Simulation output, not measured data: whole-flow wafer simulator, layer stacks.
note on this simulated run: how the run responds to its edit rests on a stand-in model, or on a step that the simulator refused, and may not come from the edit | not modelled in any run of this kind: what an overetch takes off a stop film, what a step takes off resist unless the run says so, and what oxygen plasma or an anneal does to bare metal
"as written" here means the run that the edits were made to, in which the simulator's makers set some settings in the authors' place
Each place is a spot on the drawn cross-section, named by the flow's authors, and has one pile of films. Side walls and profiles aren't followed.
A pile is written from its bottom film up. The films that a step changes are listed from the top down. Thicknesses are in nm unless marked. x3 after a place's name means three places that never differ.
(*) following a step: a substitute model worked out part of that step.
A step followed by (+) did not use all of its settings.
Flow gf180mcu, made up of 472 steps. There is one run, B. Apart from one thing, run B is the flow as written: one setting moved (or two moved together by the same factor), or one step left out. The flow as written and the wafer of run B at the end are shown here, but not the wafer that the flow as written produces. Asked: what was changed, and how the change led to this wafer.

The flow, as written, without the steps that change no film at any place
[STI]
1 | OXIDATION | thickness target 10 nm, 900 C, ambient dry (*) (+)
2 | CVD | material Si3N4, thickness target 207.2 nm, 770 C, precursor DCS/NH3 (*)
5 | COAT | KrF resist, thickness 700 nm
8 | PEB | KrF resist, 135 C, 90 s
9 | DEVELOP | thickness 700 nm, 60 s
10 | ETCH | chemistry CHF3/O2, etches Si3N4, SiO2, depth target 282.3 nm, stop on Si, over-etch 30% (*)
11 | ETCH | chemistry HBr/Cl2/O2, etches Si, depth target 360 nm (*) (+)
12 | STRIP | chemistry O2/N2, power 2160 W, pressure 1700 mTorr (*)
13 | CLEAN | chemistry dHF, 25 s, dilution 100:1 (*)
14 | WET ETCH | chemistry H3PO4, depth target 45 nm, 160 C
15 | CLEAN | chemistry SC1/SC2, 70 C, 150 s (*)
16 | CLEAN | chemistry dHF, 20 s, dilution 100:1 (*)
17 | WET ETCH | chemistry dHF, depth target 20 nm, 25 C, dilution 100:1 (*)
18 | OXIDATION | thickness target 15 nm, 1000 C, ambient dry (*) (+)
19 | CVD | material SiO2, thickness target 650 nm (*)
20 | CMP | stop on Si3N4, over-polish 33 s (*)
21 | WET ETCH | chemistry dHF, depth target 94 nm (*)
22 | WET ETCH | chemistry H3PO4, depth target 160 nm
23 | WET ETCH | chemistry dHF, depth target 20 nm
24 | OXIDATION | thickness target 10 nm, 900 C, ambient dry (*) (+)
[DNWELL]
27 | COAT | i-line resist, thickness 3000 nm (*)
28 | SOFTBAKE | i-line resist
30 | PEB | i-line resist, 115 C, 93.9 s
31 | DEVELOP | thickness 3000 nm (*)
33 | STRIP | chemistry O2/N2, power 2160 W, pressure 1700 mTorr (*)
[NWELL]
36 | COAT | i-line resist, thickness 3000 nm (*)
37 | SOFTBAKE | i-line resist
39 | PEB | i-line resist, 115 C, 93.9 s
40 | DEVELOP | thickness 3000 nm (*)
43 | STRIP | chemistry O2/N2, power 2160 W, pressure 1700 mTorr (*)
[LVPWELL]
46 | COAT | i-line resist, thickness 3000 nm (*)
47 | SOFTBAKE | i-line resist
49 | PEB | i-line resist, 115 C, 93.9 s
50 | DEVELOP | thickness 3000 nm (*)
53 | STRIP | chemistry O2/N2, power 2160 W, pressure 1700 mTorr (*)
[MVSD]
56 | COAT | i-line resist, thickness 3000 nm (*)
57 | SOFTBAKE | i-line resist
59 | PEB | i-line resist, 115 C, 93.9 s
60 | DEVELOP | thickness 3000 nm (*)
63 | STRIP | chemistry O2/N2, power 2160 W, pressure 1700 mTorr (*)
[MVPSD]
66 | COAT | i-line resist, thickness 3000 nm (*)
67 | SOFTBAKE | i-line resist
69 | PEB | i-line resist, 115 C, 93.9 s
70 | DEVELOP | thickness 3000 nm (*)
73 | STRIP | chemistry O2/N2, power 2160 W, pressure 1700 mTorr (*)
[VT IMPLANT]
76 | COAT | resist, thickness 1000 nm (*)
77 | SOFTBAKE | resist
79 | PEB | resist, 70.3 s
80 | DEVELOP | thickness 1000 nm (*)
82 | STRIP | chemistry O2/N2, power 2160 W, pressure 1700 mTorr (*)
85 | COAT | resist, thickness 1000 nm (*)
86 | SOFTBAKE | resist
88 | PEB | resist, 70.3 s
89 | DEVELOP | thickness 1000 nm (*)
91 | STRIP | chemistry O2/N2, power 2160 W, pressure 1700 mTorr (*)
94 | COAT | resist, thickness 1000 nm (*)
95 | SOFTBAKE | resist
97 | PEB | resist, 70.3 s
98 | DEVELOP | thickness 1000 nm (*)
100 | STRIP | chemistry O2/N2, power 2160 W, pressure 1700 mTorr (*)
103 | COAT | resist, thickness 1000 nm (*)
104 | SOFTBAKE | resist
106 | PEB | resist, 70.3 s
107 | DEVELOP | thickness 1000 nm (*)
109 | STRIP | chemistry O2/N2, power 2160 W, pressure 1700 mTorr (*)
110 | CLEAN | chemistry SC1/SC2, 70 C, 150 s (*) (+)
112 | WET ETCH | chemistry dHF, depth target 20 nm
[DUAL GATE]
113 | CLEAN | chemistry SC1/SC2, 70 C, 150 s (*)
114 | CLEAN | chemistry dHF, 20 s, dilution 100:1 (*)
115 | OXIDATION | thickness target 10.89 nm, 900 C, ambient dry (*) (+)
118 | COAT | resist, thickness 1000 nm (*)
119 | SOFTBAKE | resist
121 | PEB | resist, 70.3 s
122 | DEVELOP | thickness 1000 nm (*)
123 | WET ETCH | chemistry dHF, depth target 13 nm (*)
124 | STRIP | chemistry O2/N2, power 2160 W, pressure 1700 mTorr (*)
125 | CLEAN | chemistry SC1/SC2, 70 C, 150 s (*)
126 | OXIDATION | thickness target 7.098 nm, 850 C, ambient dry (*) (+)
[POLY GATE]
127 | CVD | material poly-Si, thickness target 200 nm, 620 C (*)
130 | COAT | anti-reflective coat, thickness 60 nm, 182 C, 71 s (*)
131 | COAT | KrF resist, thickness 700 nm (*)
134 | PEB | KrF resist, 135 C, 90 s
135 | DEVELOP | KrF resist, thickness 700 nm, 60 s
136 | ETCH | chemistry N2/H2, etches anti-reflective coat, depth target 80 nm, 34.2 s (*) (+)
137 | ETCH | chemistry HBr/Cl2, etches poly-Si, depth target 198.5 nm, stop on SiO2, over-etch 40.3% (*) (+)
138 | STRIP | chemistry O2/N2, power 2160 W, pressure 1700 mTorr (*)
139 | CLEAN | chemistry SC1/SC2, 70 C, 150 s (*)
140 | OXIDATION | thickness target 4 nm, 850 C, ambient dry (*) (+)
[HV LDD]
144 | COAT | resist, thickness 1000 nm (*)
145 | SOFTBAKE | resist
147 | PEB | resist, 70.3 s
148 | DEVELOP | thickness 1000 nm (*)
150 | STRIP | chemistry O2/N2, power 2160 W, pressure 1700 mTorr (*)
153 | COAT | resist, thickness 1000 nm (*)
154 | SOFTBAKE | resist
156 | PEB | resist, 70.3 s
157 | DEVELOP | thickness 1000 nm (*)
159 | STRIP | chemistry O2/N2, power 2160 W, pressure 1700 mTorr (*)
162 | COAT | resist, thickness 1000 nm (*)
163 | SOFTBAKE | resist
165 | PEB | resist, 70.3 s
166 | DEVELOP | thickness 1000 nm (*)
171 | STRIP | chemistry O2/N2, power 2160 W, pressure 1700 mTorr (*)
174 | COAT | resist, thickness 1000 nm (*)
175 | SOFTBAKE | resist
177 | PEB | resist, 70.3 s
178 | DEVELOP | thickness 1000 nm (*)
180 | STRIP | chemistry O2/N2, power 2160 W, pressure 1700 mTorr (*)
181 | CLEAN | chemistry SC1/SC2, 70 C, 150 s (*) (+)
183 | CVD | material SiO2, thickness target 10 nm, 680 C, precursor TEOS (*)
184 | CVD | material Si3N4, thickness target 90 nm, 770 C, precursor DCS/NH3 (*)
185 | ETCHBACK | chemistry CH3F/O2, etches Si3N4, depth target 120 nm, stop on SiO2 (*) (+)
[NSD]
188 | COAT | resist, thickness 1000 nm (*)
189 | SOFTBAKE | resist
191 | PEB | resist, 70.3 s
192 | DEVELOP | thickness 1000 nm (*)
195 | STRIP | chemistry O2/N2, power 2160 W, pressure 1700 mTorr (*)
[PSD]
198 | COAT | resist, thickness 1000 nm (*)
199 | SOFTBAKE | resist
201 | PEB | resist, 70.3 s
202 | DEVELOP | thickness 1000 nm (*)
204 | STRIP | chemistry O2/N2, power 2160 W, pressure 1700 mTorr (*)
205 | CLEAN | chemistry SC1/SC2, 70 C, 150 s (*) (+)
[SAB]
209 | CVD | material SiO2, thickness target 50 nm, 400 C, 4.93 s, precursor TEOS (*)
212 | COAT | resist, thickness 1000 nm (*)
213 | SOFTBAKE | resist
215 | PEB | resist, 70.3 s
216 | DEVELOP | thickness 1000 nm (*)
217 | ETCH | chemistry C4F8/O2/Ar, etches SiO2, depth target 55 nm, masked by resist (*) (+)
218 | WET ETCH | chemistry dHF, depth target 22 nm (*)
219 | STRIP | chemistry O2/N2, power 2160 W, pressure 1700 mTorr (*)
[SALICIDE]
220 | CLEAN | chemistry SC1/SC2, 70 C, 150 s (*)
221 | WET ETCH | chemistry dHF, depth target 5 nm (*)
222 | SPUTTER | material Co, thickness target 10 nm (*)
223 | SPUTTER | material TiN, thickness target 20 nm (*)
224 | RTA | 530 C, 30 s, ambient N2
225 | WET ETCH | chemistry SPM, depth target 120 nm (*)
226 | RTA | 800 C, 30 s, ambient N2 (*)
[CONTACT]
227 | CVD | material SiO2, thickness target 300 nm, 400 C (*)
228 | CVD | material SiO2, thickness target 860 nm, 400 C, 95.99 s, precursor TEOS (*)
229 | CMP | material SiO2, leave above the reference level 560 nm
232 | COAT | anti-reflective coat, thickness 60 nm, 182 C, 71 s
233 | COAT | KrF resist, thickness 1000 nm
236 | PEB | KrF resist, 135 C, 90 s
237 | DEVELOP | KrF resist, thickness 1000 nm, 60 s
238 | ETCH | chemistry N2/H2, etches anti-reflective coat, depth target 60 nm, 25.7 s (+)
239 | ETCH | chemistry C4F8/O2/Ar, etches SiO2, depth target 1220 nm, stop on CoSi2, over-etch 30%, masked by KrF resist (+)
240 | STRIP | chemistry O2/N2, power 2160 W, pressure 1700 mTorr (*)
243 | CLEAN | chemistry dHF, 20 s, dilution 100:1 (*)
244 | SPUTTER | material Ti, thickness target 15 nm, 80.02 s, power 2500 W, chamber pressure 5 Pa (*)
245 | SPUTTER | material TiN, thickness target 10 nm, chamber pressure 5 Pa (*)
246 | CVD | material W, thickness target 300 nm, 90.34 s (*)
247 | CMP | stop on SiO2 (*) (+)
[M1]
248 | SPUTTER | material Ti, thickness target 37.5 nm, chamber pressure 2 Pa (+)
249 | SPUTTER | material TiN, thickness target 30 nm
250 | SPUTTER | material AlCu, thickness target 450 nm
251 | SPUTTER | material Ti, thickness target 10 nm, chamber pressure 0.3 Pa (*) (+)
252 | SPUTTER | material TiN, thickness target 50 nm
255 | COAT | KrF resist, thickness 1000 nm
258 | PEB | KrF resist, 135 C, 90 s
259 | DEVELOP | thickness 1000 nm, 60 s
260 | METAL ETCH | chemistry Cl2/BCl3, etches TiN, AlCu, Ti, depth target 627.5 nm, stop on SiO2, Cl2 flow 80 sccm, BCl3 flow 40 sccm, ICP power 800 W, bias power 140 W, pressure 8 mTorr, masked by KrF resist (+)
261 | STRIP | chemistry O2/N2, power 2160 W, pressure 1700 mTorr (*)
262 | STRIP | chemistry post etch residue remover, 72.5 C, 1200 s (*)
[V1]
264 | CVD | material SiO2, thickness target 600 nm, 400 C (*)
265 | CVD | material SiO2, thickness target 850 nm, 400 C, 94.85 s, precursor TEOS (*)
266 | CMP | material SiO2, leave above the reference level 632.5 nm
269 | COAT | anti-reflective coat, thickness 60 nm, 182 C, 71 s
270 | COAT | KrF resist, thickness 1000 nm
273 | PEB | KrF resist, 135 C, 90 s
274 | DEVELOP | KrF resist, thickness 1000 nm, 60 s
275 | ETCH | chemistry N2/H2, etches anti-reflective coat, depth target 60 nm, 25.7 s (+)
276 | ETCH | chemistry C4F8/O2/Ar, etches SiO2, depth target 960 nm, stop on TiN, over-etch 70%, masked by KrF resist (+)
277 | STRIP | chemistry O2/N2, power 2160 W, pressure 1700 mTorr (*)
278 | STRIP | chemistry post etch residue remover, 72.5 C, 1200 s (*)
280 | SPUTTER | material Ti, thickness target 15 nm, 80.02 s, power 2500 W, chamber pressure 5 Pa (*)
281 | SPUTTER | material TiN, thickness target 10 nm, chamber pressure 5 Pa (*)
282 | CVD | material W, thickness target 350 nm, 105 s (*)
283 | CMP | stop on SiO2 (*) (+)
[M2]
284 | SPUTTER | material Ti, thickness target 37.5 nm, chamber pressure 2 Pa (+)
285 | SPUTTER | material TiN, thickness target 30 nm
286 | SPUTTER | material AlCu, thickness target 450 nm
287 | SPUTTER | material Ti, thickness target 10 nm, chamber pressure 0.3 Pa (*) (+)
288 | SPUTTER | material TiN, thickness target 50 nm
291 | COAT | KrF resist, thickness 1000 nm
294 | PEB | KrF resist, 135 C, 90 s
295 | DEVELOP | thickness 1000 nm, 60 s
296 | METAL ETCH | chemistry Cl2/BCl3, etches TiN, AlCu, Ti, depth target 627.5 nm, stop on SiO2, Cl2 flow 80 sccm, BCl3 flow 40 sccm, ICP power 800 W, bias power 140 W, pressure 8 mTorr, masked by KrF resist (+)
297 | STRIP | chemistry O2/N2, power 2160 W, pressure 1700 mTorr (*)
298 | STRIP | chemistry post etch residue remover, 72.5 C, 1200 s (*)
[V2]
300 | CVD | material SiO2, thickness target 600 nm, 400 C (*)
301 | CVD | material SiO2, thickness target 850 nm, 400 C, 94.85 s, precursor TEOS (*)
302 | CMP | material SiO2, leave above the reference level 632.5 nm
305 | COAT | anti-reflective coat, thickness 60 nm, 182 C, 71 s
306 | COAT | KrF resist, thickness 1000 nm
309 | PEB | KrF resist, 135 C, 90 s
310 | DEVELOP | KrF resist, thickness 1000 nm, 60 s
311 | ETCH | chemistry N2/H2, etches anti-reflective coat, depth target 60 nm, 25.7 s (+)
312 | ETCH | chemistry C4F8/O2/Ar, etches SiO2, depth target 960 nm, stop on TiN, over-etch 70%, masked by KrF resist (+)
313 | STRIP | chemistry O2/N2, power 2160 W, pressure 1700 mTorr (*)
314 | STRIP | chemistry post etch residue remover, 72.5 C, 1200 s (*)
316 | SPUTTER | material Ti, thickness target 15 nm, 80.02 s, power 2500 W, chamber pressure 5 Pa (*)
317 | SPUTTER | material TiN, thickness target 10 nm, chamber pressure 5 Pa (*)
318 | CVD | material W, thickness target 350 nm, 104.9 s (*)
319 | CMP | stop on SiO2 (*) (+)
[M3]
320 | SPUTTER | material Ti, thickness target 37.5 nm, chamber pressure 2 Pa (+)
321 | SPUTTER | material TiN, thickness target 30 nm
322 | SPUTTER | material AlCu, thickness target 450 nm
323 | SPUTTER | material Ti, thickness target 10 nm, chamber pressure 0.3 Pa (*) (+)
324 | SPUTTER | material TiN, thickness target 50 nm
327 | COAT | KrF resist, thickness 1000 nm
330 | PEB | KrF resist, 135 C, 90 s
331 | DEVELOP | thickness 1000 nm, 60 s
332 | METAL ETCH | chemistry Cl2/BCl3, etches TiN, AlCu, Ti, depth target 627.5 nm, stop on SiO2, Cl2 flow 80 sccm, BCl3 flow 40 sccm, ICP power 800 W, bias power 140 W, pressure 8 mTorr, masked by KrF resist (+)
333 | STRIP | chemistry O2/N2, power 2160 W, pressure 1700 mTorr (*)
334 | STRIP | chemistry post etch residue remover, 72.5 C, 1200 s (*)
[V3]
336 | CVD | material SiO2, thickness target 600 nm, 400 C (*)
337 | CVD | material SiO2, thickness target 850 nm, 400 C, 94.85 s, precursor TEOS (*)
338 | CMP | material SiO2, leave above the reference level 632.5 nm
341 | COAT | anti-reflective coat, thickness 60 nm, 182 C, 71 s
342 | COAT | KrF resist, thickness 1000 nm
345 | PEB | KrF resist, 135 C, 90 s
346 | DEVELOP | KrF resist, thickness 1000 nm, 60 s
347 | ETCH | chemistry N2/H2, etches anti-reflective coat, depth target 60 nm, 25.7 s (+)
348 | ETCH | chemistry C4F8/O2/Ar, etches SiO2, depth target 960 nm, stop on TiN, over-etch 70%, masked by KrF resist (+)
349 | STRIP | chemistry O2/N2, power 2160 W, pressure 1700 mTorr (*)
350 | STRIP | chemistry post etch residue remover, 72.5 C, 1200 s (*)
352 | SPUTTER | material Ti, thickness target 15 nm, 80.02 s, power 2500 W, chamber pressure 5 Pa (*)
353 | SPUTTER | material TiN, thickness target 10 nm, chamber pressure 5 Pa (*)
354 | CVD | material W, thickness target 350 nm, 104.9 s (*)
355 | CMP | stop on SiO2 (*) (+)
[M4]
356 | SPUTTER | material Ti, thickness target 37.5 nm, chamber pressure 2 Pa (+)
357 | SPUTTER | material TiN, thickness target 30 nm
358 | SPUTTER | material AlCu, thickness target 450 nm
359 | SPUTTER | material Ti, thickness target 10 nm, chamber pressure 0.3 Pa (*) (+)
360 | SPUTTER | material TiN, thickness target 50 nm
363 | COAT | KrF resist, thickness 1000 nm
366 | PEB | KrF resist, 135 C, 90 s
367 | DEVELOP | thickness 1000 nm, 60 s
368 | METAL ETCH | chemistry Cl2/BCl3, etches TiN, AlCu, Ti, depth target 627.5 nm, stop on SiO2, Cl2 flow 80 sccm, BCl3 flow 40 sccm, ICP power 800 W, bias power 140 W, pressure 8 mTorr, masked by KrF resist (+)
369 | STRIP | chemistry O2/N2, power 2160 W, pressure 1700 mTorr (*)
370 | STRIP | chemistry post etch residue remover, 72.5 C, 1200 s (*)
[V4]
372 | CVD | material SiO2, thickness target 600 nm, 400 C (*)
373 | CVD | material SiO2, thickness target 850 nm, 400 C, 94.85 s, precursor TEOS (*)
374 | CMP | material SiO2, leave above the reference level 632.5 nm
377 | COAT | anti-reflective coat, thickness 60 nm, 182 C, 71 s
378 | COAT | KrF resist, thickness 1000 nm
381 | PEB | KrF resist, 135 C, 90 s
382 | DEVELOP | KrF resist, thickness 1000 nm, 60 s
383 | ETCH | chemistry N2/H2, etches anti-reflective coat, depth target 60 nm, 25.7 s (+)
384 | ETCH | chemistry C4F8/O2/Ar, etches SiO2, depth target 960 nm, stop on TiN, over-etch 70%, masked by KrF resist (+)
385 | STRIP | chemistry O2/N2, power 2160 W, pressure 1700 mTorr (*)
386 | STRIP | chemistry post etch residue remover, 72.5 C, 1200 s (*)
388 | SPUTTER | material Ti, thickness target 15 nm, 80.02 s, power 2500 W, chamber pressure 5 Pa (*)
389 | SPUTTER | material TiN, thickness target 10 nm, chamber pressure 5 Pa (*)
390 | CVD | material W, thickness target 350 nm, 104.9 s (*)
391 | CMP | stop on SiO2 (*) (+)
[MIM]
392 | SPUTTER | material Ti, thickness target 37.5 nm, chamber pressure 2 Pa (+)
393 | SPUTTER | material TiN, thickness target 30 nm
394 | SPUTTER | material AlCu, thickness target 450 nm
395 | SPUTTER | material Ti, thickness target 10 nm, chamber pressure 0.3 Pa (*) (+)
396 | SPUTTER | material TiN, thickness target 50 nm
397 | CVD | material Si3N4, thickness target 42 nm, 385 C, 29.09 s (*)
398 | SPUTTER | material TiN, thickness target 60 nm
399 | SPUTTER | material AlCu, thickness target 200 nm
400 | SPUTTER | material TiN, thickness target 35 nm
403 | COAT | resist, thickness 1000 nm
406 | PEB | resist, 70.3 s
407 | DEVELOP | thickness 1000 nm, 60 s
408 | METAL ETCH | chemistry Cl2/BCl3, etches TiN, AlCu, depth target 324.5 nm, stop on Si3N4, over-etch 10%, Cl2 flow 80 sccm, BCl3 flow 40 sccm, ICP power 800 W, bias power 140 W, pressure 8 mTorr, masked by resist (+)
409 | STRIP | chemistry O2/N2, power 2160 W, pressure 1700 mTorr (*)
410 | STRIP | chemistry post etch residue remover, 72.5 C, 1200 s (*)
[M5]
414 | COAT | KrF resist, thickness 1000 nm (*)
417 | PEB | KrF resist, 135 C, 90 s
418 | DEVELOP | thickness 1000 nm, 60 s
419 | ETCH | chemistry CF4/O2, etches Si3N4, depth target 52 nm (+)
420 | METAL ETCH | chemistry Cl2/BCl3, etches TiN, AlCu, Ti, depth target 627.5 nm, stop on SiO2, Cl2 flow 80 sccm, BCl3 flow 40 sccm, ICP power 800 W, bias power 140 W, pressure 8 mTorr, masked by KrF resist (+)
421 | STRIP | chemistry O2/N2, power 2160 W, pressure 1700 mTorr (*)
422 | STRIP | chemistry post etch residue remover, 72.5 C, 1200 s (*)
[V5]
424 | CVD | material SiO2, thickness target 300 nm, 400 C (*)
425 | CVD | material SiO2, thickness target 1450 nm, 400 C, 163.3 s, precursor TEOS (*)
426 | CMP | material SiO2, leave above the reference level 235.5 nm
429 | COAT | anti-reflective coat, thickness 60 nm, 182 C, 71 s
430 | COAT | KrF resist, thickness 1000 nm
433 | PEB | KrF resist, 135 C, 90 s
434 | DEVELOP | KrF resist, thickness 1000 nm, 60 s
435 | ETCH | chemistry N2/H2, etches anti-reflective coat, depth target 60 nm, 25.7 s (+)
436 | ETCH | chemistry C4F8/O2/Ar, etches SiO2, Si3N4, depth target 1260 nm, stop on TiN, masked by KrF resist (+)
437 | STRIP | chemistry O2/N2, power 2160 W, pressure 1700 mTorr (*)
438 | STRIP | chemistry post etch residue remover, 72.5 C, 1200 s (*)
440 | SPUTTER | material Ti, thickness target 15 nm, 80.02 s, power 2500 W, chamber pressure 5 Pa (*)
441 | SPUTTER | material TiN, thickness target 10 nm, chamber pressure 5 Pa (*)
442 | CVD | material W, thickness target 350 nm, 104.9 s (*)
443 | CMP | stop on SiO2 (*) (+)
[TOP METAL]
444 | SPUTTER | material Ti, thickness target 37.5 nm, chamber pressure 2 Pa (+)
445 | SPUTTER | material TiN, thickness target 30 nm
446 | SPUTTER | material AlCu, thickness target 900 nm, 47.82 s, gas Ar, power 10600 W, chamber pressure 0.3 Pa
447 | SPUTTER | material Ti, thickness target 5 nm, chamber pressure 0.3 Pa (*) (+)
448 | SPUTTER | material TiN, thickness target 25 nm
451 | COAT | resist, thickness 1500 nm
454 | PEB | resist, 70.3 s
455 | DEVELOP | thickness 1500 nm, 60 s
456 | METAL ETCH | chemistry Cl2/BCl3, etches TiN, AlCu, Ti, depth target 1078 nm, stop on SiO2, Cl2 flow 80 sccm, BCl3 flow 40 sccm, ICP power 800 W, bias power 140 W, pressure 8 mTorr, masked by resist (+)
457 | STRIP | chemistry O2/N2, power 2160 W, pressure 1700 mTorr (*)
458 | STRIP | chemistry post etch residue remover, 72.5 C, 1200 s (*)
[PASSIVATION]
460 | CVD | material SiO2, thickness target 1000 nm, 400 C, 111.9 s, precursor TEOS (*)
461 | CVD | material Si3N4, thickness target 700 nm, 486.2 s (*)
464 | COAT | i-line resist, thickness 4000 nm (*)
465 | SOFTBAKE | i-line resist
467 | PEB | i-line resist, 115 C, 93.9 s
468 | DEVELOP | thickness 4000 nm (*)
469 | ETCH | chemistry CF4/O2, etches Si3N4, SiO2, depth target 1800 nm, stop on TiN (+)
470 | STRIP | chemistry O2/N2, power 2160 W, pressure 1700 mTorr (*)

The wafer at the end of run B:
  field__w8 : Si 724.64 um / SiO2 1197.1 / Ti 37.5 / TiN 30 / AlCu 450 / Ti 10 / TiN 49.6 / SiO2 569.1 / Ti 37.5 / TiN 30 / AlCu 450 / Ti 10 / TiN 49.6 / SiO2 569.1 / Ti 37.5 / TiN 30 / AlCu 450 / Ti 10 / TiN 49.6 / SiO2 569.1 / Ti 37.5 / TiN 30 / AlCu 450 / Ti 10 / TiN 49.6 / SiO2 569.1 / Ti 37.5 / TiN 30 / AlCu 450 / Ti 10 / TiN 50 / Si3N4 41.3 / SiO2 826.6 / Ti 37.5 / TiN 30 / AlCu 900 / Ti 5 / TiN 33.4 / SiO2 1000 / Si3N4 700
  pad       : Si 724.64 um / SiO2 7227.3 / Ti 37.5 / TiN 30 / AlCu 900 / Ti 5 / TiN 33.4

Cause: step 448, SPUTTER: thickness target 33.8 nm was run, whereas the flow has thickness target 25 nm.

Step by step, how the change led to this:
  448 | SPUTTER | material TiN, thickness target 25 nm
      field, field__w1, field__w2 and 109 more: TiN gains 33.8 (new film) (it would be, as written: TiN gains 25 (new film))
  456 | METAL ETCH | chemistry Cl2/BCl3, etches TiN, AlCu, Ti, depth target 1078 nm, stop on SiO2, Cl2 flow 80 sccm, BCl3 flow 40 sccm, ICP power 800 W, bias power 140 W, pressure 8 mTorr, masked by resist (+)
      field, field__w1, field__w2 and 103 more: TiN loses 33.8 (all of it), Ti loses 5 (all of it), AlCu loses 900 (all of it), TiN loses 30 (all of it), Ti loses 37.5 (all of it) (it would be, as written: TiN loses 25 (all of it), Ti loses 5 (all of it), AlCu loses 900 (all of it), TiN loses 30 (all of it), Ti loses 37.5 (all of it))
  465 | SOFTBAKE | i-line resist
      gate: i-line resist loses 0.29 (it would be, as written: i-line resist gains 1.79)
      ld_acc_p, ld_fp_p, ld_drift_p: i-line resist gains 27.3 (it would be, as written: i-line resist gains 33.8)
      (and at 56 other places as well)
